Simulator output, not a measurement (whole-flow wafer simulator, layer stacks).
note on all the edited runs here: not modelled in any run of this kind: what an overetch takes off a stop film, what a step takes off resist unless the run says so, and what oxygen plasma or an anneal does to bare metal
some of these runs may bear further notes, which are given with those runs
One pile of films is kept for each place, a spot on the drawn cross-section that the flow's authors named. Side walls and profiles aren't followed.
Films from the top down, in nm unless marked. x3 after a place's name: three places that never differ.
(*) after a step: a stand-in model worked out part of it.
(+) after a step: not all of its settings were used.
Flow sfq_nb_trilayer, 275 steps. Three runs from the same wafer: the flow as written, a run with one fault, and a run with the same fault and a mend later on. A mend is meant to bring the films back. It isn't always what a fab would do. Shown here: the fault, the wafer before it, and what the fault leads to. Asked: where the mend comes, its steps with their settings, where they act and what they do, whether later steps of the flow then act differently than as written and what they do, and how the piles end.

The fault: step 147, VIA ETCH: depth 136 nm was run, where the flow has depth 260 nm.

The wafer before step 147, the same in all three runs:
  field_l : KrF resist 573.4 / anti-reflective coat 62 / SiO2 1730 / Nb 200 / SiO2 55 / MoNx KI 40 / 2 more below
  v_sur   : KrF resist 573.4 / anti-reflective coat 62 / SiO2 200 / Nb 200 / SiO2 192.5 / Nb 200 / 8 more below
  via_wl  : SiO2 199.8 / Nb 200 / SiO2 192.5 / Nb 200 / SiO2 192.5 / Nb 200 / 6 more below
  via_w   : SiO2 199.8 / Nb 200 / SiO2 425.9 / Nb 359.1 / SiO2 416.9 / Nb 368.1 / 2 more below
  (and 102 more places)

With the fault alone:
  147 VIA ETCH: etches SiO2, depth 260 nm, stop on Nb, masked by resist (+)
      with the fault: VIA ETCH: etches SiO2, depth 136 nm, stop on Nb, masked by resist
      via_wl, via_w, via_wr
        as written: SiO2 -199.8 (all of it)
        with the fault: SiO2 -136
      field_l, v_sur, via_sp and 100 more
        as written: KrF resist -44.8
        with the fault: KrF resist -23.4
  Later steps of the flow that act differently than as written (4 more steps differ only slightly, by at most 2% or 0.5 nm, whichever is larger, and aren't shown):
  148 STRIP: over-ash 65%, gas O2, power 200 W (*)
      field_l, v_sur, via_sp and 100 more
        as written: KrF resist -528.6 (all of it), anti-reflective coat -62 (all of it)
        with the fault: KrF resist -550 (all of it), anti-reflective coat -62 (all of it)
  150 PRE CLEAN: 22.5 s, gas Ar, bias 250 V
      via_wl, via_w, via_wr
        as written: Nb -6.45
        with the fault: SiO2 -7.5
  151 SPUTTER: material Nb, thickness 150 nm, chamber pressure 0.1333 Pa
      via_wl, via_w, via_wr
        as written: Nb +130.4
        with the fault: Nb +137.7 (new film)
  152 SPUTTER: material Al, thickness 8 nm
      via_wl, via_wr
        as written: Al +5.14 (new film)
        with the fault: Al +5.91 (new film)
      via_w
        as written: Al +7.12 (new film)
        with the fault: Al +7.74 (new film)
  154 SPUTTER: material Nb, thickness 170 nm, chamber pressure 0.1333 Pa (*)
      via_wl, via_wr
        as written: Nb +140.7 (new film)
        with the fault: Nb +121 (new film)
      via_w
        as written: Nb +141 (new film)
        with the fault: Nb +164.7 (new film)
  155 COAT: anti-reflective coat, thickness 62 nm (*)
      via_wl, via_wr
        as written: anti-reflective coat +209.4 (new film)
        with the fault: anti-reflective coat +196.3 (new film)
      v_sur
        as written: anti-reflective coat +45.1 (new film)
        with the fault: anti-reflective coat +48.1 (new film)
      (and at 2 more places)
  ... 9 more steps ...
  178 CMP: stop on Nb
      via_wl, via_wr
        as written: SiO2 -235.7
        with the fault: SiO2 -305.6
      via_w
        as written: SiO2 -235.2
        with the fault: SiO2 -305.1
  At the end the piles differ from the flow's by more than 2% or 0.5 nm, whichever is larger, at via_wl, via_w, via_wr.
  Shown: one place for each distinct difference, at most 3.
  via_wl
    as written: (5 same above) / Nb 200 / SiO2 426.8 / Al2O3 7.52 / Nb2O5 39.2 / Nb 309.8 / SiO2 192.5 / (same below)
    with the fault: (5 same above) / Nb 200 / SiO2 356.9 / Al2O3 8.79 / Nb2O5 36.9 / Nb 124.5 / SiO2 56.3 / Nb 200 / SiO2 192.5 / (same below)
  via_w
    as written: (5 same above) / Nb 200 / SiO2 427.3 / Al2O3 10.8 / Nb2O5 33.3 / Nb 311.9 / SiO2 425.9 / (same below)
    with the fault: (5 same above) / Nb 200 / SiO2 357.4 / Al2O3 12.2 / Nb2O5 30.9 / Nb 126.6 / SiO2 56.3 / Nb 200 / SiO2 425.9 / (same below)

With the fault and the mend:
  The mend comes after step 148.
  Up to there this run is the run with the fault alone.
  148a COAT: anti-reflective coat, thickness 62 nm (*) (the flow's step 140 once more)
      p4_fl x3, p4_w1 x9, p4_g1 x2 and 63 more
        anti-reflective coat +62 (new film)
      r_end, moat, field_r and 7 more
        anti-reflective coat +61.8 (new film)
      c5j, ce_r, sp_r, be_r, r_sur, res
        anti-reflective coat +61.7 (new film)
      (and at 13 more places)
  148b COAT: KrF resist, thickness 650 nm (*) (the flow's step 141 once more)
      p4_fl x3, p4_w1 x9, p4_g1 x2 and 63 more
        KrF resist +650 (new film)
      r_end, moat, field_r and 6 more
        KrF resist +649.5 (new film)
      be_r, r_sur, res, l0v
        KrF resist +649.4 (new film)
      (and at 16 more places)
  148c SOFTBAKE: KrF resist (the flow's step 142 once more)
      changes no film at any place that is followed
  148d EXPOSE: photomask I4, dose 11.93 mJ/cm2, NA 0.6, wavelength 248 nm (*) (the flow's step 143 once more)
      changes no film at any place that is followed
  148e PEB: KrF resist, 90 s (the flow's step 144 once more)
      jj_sur, ce_l, c5j and 92 more
        KrF resist -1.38
      v_sur, via_v, wire, be, be_sur, gap
        KrF resist -1.37
      field_l, via_sp
        KrF resist -1.36
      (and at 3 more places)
  148f DEVELOP: KrF resist, thickness 650 nm, 60 s (the flow's step 145 once more)
      field_l, v_sur, via_sp and 100 more
        KrF resist -23.5
      via_wl
        KrF resist -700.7 (all of it)
      via_w
        KrF resist -737.6 (all of it)
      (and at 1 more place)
  148g VIA ETCH: etches anti-reflective coat, depth 125 nm, masked by resist (+) (the flow's step 146 once more)
      field_l, v_sur, via_sp and 100 more
        KrF resist -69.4
      via_wl, via_wr
        anti-reflective coat -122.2 (all of it)
      via_w
        anti-reflective coat -80.9 (all of it), SiO2 -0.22
  148h VIA ETCH: etches SiO2, depth 124 nm, stop on Nb, masked by resist (+) (the flow's step 147 once more, with other settings)
      field_l, v_sur, via_sp and 100 more
        KrF resist -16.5
      via_wl, via_wr
        SiO2 -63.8 (all of it)
      via_w
        SiO2 -63.6 (all of it)
  148i STRIP: over-ash 65%, gas O2, power 200 W (*) (the flow's step 148 once more)
      p4_fl x3, p4_w1 x9, p4_g1 x2 and 63 more
        KrF resist -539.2 (all of it), anti-reflective coat -62 (all of it)
      field_r, lsp_l, ln_m5, lsp_m, ln_m6, lsp_r, l0_sur
        KrF resist -538.7 (all of it), anti-reflective coat -61.8 (all of it)
      c5j, ce_r, sp_r
        KrF resist -538.4 (all of it), anti-reflective coat -61.7 (all of it)
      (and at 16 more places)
  No later step of the flow acts differently than as written, at any place that is followed, by more than 2% or 0.5 nm, whichever is larger.
  At the end the piles are the same as the flow's at every place that both follow.
